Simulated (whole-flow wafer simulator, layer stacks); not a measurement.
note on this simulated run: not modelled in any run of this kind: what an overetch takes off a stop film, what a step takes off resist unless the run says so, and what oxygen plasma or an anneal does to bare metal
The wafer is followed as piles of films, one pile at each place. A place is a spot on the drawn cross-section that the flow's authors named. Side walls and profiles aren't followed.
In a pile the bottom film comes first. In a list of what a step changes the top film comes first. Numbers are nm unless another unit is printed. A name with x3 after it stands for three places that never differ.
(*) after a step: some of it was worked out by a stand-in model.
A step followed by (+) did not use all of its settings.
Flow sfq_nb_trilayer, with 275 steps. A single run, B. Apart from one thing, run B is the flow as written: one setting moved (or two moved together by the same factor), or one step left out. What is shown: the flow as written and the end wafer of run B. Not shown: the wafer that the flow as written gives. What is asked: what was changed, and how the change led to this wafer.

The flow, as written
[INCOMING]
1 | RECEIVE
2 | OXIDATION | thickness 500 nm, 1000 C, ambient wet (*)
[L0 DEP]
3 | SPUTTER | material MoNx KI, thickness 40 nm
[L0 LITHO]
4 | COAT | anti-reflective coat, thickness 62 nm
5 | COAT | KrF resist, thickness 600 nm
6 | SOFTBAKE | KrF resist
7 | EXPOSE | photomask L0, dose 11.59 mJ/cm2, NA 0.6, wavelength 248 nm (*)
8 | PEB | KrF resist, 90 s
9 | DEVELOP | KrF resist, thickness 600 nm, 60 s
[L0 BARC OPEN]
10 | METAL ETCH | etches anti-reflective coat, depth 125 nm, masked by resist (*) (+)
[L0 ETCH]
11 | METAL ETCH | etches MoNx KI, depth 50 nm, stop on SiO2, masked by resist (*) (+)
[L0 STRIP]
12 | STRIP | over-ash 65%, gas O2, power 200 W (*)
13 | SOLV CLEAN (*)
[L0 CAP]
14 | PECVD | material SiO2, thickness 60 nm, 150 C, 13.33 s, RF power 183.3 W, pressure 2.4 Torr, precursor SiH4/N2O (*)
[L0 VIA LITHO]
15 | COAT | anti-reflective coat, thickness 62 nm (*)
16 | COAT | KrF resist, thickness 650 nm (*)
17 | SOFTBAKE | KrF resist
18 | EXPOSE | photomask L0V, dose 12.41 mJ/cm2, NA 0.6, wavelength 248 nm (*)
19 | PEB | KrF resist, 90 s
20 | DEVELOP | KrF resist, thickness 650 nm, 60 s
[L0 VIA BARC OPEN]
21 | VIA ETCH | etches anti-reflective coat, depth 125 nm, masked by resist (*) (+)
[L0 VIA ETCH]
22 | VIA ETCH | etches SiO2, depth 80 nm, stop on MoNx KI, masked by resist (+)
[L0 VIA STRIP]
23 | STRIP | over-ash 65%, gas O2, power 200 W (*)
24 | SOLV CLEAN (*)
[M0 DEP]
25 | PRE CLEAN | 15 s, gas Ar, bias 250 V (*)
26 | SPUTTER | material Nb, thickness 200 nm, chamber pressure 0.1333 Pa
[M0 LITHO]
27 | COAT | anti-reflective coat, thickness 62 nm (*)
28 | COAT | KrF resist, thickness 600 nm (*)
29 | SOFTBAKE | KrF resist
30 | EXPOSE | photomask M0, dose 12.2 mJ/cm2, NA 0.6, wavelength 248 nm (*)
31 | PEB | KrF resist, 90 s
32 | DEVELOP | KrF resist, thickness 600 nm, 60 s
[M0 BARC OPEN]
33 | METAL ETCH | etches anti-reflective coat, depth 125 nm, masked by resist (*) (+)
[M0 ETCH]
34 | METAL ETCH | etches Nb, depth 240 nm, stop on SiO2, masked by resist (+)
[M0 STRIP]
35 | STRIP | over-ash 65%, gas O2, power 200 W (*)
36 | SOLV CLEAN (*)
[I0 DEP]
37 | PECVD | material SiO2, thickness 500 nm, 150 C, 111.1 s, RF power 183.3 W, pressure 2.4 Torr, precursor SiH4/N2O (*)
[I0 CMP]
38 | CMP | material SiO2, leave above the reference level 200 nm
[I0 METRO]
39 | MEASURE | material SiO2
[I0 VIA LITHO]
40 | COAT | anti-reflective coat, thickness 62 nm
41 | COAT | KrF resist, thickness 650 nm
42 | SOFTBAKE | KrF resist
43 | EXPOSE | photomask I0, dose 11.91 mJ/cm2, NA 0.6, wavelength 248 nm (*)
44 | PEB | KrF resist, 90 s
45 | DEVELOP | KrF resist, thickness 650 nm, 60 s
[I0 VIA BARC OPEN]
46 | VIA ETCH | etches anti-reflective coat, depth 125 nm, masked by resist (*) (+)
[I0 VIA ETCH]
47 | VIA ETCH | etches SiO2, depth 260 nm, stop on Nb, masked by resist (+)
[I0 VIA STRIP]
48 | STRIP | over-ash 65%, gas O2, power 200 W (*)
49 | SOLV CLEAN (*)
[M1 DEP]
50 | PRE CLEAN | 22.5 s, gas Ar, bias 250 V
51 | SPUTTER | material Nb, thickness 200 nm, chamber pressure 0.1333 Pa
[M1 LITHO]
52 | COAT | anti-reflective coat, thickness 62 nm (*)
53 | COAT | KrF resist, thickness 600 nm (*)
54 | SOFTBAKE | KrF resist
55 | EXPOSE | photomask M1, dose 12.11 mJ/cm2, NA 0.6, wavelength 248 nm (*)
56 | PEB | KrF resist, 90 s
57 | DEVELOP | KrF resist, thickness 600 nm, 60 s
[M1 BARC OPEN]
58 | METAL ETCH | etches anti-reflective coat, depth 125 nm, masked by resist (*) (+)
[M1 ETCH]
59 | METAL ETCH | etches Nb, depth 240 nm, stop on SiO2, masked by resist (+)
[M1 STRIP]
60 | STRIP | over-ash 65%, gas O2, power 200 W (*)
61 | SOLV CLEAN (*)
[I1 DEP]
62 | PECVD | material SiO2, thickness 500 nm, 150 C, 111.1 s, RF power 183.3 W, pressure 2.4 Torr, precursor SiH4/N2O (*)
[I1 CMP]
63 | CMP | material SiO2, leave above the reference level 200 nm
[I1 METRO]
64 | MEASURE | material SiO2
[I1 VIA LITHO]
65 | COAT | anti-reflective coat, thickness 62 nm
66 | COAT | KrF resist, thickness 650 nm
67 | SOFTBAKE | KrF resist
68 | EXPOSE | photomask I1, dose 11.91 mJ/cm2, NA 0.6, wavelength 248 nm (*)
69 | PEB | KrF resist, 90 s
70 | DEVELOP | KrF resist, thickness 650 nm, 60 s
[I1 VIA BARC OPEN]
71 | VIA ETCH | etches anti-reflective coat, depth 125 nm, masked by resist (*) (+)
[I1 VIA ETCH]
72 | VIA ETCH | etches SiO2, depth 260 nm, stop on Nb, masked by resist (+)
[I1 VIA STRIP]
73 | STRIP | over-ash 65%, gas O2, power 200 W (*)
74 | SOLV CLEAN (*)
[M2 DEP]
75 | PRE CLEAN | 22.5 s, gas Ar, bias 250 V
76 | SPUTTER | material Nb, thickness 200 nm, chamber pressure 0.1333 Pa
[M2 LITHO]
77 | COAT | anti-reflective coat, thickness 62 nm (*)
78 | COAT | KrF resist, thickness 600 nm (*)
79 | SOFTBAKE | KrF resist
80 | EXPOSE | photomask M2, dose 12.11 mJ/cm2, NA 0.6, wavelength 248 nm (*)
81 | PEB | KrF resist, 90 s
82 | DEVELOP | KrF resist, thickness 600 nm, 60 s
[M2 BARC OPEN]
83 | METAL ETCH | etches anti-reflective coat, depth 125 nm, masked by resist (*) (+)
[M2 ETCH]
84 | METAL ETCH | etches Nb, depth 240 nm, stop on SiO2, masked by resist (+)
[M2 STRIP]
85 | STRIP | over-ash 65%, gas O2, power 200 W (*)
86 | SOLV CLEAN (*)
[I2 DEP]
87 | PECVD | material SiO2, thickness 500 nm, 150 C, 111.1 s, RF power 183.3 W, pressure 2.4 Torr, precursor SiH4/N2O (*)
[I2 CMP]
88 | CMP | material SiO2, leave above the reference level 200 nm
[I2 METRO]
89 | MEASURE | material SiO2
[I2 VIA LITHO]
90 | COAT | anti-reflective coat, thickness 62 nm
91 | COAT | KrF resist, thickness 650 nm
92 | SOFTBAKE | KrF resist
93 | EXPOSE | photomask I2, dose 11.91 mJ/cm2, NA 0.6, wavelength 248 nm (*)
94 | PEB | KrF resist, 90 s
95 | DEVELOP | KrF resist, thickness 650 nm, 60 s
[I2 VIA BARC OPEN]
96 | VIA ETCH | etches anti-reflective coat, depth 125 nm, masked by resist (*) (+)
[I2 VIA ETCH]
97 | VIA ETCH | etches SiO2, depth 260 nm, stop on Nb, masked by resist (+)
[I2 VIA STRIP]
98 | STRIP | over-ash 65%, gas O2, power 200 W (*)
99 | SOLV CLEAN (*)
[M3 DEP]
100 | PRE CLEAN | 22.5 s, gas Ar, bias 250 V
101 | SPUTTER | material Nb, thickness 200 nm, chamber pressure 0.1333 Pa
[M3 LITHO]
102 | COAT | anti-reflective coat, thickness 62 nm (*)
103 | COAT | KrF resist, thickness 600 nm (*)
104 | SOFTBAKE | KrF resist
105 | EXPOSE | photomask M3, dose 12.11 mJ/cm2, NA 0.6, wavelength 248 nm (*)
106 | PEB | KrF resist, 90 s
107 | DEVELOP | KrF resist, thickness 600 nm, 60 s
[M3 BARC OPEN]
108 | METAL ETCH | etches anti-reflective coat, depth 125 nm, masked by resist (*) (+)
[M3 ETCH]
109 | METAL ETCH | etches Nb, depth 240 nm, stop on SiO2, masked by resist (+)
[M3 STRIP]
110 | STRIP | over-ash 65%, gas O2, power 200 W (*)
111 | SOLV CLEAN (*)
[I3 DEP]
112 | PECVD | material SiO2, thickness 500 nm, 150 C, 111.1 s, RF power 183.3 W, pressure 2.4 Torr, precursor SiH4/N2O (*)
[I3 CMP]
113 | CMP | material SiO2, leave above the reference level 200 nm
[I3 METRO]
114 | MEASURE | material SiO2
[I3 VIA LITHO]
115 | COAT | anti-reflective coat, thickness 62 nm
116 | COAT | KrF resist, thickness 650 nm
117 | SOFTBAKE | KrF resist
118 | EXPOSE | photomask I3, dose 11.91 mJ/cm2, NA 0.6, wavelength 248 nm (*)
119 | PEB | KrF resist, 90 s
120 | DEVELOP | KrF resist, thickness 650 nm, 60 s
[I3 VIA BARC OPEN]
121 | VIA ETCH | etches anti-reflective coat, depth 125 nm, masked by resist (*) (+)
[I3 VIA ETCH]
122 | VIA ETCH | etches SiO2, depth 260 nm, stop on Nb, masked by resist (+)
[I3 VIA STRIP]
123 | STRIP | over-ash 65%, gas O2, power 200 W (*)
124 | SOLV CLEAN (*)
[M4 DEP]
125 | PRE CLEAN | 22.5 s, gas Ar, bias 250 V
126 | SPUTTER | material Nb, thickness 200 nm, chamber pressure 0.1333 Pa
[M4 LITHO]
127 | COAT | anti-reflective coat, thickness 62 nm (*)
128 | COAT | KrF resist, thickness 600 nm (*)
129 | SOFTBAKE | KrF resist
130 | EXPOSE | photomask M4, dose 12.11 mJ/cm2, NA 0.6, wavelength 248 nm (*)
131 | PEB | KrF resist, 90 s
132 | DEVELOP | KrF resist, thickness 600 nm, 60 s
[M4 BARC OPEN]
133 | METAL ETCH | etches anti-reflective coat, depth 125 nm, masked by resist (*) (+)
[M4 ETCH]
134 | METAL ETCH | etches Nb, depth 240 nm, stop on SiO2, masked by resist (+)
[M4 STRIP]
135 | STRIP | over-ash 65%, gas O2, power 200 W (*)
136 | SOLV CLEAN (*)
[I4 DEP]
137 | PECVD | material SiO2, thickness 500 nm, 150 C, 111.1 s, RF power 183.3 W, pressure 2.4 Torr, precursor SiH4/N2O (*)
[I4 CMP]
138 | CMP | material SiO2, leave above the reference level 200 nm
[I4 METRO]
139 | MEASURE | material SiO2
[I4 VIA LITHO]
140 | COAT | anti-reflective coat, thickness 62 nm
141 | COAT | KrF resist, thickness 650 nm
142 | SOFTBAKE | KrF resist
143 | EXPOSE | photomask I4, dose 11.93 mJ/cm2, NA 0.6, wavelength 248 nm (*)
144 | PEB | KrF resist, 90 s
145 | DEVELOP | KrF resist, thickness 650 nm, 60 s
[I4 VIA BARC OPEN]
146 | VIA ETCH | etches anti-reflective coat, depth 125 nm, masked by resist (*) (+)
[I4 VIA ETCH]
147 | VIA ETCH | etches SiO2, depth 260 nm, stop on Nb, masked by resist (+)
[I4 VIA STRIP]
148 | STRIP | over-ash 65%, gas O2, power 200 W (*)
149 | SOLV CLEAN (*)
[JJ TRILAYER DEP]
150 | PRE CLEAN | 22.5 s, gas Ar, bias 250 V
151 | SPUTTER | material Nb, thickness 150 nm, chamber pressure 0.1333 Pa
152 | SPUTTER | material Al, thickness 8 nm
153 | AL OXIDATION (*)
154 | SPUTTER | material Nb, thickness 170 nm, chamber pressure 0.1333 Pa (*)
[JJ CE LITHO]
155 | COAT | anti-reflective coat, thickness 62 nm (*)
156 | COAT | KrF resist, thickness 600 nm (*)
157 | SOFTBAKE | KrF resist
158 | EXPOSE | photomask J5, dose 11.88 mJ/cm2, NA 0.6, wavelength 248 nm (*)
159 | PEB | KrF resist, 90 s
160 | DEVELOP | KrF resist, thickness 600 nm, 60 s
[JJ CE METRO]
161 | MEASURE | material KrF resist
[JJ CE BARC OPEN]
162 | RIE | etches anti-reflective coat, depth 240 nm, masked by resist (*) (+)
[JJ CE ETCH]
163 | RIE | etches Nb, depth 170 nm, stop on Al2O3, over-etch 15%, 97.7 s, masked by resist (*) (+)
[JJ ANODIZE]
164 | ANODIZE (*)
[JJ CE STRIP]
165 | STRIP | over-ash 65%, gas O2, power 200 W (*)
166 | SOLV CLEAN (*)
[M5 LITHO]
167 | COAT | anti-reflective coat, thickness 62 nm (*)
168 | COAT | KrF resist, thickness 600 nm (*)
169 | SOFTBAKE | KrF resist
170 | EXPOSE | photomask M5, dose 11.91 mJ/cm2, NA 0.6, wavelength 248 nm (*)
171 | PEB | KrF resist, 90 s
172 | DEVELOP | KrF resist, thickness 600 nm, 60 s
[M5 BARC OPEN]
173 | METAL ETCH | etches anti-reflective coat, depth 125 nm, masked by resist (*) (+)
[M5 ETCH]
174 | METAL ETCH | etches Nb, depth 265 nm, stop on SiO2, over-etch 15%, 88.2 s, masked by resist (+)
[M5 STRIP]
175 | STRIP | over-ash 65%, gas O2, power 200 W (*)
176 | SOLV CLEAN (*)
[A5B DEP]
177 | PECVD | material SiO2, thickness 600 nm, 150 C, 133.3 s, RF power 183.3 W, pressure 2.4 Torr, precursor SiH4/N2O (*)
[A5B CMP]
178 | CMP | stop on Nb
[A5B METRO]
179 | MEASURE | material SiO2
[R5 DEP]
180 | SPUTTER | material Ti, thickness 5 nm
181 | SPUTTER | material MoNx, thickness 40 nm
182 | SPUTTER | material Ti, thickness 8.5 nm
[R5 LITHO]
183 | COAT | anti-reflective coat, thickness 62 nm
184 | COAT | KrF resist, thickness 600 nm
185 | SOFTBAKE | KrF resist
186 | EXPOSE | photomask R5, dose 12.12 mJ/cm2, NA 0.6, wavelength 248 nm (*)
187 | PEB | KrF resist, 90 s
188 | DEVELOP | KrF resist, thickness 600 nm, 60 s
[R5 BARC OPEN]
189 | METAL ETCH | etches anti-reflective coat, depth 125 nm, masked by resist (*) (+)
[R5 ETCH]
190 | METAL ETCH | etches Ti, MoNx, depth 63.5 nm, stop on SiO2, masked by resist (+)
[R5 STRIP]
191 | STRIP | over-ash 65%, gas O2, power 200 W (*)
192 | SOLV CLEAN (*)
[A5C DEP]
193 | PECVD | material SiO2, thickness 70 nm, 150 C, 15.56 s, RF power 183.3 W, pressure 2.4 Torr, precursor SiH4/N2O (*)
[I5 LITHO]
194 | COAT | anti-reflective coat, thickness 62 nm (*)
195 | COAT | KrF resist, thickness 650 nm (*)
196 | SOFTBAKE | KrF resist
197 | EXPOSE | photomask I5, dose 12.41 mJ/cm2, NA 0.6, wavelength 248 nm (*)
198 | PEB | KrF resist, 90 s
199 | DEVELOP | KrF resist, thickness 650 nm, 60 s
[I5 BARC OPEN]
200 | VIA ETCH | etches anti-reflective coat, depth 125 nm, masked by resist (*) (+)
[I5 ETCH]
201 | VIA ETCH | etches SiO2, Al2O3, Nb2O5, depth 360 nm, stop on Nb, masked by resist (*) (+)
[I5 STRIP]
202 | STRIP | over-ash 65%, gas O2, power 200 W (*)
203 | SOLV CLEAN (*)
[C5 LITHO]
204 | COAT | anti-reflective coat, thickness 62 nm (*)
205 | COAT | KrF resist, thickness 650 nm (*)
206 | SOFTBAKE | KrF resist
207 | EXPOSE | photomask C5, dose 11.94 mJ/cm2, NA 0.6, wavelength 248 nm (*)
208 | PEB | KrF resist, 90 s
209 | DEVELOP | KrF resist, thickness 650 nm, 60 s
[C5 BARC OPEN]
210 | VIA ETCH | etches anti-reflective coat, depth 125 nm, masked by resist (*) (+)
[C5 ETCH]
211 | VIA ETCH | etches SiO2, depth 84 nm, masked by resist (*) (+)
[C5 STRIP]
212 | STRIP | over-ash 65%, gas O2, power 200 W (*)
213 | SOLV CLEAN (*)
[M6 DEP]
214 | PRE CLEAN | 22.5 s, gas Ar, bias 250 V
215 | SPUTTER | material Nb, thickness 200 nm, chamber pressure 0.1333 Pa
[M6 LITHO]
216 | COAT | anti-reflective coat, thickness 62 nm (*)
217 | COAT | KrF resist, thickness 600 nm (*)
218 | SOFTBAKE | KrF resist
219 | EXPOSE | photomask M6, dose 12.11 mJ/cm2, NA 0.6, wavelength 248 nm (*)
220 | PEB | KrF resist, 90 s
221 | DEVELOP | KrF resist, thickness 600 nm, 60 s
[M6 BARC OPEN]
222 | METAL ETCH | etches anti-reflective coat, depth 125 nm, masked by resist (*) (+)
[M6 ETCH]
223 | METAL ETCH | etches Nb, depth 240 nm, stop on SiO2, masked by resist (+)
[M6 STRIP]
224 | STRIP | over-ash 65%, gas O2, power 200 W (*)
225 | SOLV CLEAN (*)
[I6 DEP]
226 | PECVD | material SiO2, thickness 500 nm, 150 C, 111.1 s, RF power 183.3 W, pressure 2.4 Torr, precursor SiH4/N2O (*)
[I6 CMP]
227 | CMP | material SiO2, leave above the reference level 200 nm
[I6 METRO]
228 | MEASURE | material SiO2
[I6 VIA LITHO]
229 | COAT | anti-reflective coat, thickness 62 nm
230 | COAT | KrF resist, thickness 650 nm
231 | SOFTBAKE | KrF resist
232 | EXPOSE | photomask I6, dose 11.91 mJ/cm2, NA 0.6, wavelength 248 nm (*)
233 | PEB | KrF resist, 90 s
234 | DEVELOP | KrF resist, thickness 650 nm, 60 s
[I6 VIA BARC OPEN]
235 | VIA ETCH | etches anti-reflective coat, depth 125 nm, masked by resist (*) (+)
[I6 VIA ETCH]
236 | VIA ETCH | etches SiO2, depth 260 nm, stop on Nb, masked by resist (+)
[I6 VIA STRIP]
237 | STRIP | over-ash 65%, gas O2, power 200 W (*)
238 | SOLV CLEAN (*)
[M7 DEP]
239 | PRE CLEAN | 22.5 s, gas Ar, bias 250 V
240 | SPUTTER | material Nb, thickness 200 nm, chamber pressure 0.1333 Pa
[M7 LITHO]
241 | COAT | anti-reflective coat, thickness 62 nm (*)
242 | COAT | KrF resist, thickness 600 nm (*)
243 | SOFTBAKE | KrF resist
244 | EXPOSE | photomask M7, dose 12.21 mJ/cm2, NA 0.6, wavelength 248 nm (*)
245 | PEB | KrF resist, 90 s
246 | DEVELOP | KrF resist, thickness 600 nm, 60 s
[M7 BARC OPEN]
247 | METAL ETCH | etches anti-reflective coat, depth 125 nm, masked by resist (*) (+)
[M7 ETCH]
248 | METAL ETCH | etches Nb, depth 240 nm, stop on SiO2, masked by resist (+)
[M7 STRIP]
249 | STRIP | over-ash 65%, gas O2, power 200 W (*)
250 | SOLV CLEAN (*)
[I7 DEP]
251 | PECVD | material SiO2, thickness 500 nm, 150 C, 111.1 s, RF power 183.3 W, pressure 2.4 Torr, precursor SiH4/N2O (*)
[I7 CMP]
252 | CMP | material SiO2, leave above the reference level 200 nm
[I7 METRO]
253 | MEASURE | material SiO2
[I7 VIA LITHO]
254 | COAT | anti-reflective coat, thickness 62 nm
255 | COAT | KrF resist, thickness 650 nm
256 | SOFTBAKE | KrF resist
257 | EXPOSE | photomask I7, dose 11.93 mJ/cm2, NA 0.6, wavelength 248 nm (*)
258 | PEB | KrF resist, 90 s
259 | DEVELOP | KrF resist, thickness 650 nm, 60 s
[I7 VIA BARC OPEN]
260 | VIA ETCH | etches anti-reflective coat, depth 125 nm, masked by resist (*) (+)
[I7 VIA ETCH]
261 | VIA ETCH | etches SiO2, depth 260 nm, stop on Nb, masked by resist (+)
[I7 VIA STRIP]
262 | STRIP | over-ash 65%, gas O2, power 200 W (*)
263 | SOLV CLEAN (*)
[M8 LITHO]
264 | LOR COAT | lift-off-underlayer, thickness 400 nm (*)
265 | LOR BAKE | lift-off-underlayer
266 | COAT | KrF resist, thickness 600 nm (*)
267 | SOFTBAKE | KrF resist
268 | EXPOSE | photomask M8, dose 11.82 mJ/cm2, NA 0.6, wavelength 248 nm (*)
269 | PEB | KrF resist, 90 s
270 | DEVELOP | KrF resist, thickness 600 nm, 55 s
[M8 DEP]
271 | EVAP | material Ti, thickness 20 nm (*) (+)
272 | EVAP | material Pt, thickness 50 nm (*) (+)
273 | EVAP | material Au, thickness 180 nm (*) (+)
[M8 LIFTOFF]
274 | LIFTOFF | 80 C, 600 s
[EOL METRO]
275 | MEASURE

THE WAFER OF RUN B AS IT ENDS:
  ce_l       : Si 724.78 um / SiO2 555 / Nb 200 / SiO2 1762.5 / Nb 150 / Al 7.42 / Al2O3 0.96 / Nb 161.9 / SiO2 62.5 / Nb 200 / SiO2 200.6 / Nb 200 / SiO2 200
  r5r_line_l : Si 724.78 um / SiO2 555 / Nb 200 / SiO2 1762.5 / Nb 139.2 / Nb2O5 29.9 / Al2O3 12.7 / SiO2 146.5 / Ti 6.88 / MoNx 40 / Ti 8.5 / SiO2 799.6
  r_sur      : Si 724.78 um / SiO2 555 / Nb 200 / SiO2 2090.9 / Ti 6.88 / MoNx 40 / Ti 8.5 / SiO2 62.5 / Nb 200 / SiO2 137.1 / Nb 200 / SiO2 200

What caused this: step 180, SPUTTER: thickness 6.88 nm was run, though the flow has thickness 5 nm.
One can read it off the wafer: r5r_line_l has Ti 6.88, and step 180 as written asks for 5 nm.

The path from the change to this, step by step:
  180 | SPUTTER | material Ti, thickness 5 nm
      field_l, v_sur, via_wl and 103 more: Ti gains 6.88 (new film) (as written it would have been: Ti gains 5 (new film))
  190 | METAL ETCH | etches Ti, MoNx, depth 63.5 nm, stop on SiO2, masked by resist (+)
      field_l, v_sur, via_wl and 92 more: Ti loses 8.5 (all of it), MoNx loses 40 (all of it), Ti loses 6.88 (all of it) (as written it would have been: Ti loses 8.5 (all of it), MoNx loses 40 (all of it), Ti loses 5 (all of it))
      ce_l, c5j, ce_r, wl_jj: Ti loses 8.5 (all of it), MoNx loses 40 (all of it), Ti loses 6.88 (all of it), Nb loses 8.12 (as written it would have been: Ti loses 8.5 (all of it), MoNx loses 40 (all of it), Ti loses 5 (all of it), Nb loses 10)
